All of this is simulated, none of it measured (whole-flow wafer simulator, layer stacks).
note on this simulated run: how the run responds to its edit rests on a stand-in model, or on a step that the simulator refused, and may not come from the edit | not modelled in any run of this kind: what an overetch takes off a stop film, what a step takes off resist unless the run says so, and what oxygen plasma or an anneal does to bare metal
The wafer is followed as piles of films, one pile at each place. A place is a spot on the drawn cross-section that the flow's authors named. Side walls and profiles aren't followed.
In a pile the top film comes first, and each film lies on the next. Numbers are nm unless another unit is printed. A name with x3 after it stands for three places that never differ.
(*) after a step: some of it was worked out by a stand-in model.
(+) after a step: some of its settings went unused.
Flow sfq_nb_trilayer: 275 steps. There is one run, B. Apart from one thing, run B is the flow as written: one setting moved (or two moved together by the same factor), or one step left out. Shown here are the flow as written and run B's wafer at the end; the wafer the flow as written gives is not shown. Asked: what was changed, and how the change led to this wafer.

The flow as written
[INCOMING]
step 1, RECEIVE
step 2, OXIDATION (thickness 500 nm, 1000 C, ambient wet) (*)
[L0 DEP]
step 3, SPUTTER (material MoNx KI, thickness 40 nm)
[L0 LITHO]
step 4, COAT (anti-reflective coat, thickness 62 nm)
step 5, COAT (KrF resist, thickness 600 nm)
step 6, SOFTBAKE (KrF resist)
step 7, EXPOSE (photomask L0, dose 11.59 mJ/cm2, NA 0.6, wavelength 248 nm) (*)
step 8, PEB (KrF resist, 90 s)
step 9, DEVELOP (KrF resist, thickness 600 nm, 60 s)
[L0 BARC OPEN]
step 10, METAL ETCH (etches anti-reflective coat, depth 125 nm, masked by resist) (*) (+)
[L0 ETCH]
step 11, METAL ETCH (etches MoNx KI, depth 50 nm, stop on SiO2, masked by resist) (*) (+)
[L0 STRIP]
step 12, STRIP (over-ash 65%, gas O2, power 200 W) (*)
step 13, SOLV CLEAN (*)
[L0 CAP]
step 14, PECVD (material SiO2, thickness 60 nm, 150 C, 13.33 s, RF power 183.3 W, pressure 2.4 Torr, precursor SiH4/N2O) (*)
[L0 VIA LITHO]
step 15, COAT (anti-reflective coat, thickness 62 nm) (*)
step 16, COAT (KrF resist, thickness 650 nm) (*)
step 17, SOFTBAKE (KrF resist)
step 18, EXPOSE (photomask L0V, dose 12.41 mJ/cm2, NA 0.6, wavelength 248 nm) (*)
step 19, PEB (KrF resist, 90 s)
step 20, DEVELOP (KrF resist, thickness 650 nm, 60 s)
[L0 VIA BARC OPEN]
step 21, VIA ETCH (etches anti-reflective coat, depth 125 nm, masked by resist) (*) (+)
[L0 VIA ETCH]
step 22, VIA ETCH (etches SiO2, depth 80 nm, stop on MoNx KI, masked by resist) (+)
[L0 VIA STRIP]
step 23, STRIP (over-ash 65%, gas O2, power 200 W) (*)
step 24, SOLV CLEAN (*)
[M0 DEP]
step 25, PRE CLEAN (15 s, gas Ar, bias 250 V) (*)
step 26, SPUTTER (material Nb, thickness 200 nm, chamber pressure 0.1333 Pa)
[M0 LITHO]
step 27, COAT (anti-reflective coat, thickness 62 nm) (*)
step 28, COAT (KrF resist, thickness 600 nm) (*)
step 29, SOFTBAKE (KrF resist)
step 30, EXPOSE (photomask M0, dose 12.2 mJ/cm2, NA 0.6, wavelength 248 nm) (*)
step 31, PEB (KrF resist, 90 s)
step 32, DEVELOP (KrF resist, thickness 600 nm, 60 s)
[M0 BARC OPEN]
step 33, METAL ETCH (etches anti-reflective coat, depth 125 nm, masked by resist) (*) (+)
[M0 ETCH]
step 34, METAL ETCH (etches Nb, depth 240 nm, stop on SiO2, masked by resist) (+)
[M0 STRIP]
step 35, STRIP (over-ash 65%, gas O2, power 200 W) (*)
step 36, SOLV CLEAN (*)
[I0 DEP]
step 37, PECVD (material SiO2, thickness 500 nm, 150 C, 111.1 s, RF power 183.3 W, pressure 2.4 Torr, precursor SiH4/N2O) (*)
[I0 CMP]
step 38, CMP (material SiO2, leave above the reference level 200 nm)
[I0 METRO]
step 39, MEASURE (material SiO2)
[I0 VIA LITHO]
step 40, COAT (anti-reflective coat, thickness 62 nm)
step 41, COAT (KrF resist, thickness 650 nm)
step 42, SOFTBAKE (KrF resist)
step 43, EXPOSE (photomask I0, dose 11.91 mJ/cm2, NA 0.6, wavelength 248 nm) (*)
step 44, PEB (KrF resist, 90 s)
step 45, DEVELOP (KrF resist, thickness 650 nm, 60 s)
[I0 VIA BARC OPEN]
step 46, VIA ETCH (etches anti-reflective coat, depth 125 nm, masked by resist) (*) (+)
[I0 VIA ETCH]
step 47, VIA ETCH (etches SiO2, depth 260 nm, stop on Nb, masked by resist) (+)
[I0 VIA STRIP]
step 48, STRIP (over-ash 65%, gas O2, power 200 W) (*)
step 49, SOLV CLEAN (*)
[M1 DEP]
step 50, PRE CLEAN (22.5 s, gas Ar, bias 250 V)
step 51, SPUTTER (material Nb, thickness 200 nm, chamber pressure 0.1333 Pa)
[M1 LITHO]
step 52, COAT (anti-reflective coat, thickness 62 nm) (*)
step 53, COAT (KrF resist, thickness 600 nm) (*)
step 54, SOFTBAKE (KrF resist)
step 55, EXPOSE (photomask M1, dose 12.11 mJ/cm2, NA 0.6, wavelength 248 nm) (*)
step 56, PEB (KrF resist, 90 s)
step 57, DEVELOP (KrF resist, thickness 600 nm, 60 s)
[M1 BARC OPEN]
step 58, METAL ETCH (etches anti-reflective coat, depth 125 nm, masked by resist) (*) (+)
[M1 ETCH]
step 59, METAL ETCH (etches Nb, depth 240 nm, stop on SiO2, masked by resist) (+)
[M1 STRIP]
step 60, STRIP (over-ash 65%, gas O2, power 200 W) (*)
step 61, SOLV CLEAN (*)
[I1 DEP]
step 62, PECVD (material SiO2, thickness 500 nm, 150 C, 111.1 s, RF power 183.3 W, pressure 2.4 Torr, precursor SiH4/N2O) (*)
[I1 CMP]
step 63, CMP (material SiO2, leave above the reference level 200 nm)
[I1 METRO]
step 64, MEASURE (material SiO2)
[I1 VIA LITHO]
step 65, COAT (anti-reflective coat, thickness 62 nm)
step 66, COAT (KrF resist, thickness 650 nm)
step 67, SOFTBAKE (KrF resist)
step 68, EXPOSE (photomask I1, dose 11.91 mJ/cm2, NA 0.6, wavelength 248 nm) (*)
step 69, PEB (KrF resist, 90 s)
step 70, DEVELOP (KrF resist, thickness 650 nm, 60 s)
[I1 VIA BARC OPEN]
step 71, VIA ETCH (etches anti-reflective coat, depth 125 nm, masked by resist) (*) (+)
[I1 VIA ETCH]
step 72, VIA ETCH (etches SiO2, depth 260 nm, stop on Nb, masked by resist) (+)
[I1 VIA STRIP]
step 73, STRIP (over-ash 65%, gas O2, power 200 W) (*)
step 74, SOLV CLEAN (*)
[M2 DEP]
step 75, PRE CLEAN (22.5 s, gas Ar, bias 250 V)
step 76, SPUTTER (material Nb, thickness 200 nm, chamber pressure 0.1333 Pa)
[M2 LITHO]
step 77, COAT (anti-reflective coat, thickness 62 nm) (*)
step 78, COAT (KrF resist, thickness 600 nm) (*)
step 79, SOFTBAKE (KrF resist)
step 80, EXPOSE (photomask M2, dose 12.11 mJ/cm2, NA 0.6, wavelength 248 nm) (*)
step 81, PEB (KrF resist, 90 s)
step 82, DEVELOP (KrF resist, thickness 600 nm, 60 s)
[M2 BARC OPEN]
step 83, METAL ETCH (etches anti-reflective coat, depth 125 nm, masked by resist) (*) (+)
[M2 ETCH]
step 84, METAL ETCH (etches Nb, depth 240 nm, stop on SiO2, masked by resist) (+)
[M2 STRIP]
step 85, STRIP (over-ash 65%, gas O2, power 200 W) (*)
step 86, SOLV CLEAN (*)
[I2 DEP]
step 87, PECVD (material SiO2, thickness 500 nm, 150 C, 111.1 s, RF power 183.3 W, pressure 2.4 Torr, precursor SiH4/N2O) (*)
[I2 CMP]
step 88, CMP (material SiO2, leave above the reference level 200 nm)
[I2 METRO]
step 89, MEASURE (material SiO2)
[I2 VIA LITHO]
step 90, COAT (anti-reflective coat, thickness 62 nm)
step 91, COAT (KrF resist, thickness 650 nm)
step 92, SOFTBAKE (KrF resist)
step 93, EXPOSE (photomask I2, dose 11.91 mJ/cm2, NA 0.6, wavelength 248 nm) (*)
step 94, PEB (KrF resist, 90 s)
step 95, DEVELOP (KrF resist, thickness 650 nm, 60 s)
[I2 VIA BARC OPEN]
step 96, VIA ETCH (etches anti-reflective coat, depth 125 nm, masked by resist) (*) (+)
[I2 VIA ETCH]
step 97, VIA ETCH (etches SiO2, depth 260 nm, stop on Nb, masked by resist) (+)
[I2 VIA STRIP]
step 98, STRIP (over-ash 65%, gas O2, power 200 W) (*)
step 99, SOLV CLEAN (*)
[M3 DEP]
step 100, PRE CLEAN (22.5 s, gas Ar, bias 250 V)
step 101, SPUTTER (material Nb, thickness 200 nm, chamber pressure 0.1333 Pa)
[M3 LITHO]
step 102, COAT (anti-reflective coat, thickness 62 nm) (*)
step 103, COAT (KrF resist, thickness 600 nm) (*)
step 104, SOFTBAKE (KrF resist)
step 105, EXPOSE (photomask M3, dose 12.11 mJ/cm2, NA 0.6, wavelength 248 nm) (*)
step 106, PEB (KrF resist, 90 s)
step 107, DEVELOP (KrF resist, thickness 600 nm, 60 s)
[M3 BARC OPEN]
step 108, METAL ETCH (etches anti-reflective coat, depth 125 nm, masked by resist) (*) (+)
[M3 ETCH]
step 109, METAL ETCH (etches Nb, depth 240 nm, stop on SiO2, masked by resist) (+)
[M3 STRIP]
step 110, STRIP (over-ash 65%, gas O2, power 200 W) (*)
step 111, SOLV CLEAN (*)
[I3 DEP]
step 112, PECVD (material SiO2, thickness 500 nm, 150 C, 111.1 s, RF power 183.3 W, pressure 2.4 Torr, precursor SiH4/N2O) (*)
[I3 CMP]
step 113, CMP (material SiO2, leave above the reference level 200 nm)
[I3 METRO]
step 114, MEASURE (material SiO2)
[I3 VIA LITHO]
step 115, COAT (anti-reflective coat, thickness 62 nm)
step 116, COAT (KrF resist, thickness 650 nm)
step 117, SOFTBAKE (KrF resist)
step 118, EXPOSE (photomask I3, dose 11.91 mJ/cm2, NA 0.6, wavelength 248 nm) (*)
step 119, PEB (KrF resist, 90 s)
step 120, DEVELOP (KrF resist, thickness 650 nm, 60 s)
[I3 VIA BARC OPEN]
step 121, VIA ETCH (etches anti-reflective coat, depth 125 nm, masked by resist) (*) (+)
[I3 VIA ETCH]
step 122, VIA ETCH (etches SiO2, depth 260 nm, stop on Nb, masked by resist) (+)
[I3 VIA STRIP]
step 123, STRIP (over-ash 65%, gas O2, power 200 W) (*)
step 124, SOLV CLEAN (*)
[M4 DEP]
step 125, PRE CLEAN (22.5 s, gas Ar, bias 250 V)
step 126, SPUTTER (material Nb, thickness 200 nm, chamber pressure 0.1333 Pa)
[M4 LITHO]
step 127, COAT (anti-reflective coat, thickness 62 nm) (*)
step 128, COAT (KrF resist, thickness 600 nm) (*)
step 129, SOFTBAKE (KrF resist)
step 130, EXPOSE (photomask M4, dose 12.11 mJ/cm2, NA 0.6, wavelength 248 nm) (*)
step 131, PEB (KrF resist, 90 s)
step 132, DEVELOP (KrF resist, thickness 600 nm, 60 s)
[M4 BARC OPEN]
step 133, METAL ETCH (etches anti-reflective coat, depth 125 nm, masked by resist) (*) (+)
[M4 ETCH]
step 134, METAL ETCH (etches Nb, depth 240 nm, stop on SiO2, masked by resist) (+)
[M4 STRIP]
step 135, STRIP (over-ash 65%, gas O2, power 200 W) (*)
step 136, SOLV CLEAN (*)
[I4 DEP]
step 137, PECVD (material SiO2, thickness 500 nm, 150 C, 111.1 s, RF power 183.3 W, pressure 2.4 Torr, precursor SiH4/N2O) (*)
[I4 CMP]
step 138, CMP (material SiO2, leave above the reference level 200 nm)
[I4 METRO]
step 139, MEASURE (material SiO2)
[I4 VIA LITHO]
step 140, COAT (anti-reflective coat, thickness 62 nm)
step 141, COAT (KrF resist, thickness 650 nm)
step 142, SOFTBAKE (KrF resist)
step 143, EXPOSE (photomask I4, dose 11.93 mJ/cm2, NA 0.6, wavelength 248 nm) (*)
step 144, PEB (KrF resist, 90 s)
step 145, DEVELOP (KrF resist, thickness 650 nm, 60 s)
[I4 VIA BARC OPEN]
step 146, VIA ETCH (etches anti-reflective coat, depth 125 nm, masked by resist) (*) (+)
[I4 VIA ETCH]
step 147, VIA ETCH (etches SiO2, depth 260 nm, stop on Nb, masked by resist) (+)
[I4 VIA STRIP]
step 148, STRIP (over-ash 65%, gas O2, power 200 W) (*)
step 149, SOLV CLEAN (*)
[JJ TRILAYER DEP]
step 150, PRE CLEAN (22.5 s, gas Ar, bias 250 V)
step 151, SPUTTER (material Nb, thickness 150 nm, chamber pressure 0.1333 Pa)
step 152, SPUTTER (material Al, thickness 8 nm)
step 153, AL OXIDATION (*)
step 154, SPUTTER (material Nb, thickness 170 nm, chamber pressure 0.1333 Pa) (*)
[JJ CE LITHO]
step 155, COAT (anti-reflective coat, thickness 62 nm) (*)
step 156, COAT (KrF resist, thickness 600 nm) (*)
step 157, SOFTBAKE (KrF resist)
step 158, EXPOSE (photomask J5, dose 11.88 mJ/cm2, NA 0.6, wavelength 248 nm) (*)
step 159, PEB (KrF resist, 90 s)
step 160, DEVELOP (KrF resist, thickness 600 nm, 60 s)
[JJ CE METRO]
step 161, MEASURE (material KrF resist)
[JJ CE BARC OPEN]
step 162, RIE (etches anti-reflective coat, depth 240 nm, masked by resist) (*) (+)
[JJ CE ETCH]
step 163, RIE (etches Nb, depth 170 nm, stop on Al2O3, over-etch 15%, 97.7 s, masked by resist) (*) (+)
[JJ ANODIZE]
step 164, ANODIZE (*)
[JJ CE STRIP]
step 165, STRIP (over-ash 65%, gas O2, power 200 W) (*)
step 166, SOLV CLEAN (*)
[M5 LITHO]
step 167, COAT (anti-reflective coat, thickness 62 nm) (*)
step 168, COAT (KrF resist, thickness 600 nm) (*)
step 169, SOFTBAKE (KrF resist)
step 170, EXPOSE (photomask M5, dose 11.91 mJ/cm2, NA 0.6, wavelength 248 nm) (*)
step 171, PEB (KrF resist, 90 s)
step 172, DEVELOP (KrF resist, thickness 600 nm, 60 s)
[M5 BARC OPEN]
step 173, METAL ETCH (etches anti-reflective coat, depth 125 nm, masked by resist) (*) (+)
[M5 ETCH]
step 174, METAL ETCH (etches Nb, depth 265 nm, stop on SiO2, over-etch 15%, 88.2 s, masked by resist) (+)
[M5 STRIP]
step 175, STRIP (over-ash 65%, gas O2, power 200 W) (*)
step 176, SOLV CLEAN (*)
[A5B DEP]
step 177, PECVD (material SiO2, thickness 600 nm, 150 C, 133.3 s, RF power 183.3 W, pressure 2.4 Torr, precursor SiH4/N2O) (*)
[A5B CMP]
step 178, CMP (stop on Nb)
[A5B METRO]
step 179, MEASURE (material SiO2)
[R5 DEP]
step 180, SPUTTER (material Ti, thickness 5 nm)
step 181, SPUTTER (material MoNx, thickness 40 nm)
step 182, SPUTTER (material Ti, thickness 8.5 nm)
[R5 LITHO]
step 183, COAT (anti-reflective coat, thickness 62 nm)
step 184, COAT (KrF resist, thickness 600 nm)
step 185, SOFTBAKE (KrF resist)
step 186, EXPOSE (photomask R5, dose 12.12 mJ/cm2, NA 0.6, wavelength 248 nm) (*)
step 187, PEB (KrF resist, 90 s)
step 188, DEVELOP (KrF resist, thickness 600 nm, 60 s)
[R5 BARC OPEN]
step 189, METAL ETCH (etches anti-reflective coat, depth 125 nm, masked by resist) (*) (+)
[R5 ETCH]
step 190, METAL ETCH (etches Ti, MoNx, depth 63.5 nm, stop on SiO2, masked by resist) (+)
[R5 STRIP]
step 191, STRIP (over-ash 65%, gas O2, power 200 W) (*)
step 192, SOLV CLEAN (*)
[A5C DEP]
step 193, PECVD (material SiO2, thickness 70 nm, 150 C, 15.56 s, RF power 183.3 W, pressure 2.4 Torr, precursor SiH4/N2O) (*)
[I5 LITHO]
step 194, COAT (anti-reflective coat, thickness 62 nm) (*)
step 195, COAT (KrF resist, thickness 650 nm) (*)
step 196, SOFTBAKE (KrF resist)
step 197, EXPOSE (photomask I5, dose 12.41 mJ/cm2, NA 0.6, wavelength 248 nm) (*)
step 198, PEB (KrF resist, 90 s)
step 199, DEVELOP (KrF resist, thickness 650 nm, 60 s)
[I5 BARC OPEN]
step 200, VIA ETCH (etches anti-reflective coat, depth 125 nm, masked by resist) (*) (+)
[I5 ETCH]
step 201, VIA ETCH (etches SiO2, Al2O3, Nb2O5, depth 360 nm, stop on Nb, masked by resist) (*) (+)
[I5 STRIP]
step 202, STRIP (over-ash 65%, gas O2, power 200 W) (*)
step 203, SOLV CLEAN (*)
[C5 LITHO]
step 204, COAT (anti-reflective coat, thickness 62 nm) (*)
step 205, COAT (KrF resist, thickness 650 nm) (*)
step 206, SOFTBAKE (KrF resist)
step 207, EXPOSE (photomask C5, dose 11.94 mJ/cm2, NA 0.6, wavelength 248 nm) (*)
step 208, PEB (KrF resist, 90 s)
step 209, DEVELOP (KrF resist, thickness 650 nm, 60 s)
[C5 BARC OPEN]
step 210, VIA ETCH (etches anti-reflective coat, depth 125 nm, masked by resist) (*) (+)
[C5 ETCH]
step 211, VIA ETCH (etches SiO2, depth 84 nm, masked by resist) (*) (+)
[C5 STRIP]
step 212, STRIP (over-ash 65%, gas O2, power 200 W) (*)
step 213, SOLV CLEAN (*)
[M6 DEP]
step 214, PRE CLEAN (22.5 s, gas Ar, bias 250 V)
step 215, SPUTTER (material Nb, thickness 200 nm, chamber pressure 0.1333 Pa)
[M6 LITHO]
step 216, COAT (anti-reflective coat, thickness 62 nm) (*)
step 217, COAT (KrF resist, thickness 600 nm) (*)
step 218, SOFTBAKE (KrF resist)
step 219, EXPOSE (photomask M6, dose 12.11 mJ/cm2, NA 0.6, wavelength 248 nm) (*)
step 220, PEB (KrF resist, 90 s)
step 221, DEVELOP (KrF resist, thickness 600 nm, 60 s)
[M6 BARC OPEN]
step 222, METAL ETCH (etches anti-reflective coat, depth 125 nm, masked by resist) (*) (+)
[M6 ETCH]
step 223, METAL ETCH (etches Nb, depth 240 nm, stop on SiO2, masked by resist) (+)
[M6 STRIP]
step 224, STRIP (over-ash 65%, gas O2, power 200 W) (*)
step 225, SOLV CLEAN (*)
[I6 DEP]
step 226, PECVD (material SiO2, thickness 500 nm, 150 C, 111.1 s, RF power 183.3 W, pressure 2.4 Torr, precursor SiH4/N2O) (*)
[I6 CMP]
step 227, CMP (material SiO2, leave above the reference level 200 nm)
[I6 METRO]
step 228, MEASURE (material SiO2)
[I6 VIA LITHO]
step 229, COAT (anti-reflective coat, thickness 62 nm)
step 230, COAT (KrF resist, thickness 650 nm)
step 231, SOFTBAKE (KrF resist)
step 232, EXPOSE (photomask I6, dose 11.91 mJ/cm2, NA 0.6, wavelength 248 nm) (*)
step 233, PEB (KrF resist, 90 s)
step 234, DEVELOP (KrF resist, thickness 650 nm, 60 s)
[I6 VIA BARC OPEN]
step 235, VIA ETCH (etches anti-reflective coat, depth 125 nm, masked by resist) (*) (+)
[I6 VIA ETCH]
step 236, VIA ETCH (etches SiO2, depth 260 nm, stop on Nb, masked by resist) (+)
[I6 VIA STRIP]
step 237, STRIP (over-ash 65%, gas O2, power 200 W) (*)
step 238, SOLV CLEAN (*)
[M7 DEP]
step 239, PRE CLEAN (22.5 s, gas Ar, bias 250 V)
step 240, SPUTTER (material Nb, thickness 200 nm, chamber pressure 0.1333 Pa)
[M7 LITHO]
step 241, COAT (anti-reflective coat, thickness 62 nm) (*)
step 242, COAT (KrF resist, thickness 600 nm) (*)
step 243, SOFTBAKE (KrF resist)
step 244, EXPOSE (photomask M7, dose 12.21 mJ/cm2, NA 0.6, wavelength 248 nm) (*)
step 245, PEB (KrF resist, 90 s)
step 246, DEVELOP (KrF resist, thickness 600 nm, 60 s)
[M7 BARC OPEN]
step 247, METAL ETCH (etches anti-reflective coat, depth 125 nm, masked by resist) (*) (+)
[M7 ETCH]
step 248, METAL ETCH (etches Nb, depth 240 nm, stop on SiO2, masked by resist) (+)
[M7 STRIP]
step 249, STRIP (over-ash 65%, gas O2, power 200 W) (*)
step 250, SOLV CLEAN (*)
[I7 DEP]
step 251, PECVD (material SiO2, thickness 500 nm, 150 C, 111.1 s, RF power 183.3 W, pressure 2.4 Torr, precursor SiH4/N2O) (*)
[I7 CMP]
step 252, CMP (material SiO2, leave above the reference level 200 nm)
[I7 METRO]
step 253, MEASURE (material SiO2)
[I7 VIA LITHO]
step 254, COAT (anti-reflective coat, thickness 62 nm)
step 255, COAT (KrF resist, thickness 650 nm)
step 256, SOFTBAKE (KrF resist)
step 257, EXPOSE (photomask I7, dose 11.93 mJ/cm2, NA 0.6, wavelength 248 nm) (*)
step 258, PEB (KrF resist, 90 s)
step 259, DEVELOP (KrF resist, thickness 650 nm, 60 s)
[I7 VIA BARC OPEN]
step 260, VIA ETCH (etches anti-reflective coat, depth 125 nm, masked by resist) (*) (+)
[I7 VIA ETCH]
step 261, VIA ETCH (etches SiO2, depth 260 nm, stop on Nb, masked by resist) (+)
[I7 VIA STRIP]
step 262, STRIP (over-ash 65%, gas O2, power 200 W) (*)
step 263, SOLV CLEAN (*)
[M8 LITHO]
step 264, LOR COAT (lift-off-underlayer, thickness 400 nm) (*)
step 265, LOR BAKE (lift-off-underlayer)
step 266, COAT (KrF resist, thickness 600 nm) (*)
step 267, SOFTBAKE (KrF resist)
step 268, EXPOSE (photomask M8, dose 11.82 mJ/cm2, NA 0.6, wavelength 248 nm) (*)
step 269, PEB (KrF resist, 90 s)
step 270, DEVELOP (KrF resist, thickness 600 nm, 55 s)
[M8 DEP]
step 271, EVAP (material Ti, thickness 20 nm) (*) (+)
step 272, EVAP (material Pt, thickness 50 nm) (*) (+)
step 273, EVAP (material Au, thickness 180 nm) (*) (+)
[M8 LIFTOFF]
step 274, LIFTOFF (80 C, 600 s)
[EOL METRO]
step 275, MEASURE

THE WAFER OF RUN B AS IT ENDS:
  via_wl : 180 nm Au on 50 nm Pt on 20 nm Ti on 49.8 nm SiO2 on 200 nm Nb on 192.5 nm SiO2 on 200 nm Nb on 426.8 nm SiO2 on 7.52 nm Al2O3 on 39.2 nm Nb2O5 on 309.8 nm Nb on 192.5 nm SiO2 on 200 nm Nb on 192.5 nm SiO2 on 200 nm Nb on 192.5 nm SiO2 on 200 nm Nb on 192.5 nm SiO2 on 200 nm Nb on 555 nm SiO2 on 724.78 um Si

Cause: step 261, VIA ETCH: depth 150 nm was run, whereas the flow has depth 260 nm.

Step by step, how the change led to this:
  step 261, VIA ETCH (etches SiO2, depth 260 nm, stop on Nb, masked by resist) (+)
      via_wl, via_w, via_wr: -150 SiO2 (in the flow as written it would be: -199.8 SiO2 (all of it))
      field_l, v_sur, via_sp and 100 more: -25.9 KrF resist (in the flow as written it would be: -44.8 KrF resist)
  step 262, STRIP (over-ash 65%, gas O2, power 200 W) (*)
      field_l, v_sur, via_sp and 100 more: -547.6 KrF resist (all of it), -62 anti-reflective coat (all of it) (in the flow as written it would be: -528.6 KrF resist (all of it), -62 anti-reflective coat (all of it))
  step 264, LOR COAT (lift-off-underlayer, thickness 400 nm) (*)
      via_wl, via_wr: +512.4 lift-off-underlayer (new film) (in the flow as written it would be: +549.8 lift-off-underlayer (new film))
      v_sur: +377 lift-off-underlayer (new film) (in the flow as written it would be: +369.4 lift-off-underlayer (new film))
      (as well as at 1 more place)
  step 270, DEVELOP (KrF resist, thickness 600 nm, 55 s)
      v_sur: -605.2 KrF resist (all of it), -377 lift-off-underlayer (all of it) (in the flow as written it would be: -607.3 KrF resist (all of it), -369.4 lift-off-underlayer (all of it))
      via_wl: -617.6 KrF resist (all of it), -512.4 lift-off-underlayer (all of it) (in the flow as written it would be: -623.9 KrF resist (all of it), -549.8 lift-off-underlayer (all of it))
      (as well as at 2 more places)
If metal films that touch count as one body, via_wl has 8 bodies (between them, from the top down: SiO2 49.8; SiO2 192.5; SiO2 426.8 / Al2O3 7.52 / Nb2O5 39.2; SiO2 192.5; SiO2 192.5; SiO2 192.5; SiO2 192.5); the flow as written gives 7 bodies (between them, from the top down: SiO2 192.5; SiO2 426.8 / Al2O3 7.52 / Nb2O5 39.2; SiO2 192.5; SiO2 192.5; SiO2 192.5; SiO2 192.5).
